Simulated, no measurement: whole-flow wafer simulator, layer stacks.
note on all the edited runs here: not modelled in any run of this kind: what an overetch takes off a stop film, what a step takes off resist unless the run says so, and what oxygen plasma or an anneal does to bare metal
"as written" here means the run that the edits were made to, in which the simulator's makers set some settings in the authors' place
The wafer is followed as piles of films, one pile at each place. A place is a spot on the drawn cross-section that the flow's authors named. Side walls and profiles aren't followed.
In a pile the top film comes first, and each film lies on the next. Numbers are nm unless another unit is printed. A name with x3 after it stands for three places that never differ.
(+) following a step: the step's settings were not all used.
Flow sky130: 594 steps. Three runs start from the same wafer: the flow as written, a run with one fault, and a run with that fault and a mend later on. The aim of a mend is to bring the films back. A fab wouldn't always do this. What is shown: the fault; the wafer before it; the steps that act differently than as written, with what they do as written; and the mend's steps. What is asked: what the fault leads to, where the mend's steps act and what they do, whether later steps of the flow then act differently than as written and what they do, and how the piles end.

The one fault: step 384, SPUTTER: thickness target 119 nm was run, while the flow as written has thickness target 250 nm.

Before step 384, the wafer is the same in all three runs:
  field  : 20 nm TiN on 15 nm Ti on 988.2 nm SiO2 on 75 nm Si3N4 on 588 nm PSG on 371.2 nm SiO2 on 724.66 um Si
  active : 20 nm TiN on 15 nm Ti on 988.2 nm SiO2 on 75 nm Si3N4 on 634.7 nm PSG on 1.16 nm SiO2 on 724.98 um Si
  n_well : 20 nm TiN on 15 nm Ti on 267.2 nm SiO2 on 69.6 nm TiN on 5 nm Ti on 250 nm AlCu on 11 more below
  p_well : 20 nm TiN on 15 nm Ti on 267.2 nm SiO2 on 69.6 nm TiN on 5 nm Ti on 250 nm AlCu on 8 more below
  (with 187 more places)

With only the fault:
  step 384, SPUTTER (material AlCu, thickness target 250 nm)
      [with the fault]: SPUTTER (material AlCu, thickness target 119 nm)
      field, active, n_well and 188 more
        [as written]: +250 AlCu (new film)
        [with the fault]: +119 AlCu (new film)
  Later steps of the flow acting differently than as written (14 other steps are not shown; they differ only slightly, by no more than 2% or 0.5 nm, whichever is larger):
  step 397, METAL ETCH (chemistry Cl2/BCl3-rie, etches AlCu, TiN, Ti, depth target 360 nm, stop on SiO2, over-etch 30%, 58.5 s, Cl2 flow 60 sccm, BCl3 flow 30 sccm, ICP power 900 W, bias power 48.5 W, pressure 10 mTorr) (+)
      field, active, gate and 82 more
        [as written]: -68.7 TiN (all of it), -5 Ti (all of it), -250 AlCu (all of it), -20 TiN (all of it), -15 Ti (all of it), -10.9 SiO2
        [with the fault]: -68.7 TiN (all of it), -5 Ti (all of it), -119 AlCu (all of it), -20 TiN (all of it), -15 Ti (all of it), -24 SiO2
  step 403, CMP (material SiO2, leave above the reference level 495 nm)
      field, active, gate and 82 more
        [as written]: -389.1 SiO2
        [with the fault]: -507 SiO2
  The piles end different from the flow's at field, active, n_well and 190 more by more than 2% or 0.5 nm, whichever is larger.
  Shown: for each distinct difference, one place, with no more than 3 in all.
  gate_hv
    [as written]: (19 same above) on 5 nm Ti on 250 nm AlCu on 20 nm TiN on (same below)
    [with the fault]: (19 same above) on 5 nm Ti on 119 nm AlCu on 20 nm TiN on (same below)
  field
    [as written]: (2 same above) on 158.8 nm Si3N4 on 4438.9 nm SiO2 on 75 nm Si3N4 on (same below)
    [with the fault]: (2 same above) on 158.8 nm Si3N4 on 4307.9 nm SiO2 on 75 nm Si3N4 on (same below)
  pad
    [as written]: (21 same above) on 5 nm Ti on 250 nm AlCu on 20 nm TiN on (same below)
    [with the fault]: (21 same above) on 5 nm Ti on 119 nm AlCu on 20 nm TiN on (same below)

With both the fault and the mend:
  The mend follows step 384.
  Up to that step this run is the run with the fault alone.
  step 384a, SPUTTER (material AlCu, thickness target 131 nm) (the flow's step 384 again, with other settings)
      field, active, n_well and 188 more
        +131 AlCu
  Every later step of the flow that is run acts as written at every place that is followed.
  By the end, the piles equal the flow's at every place that both follow.
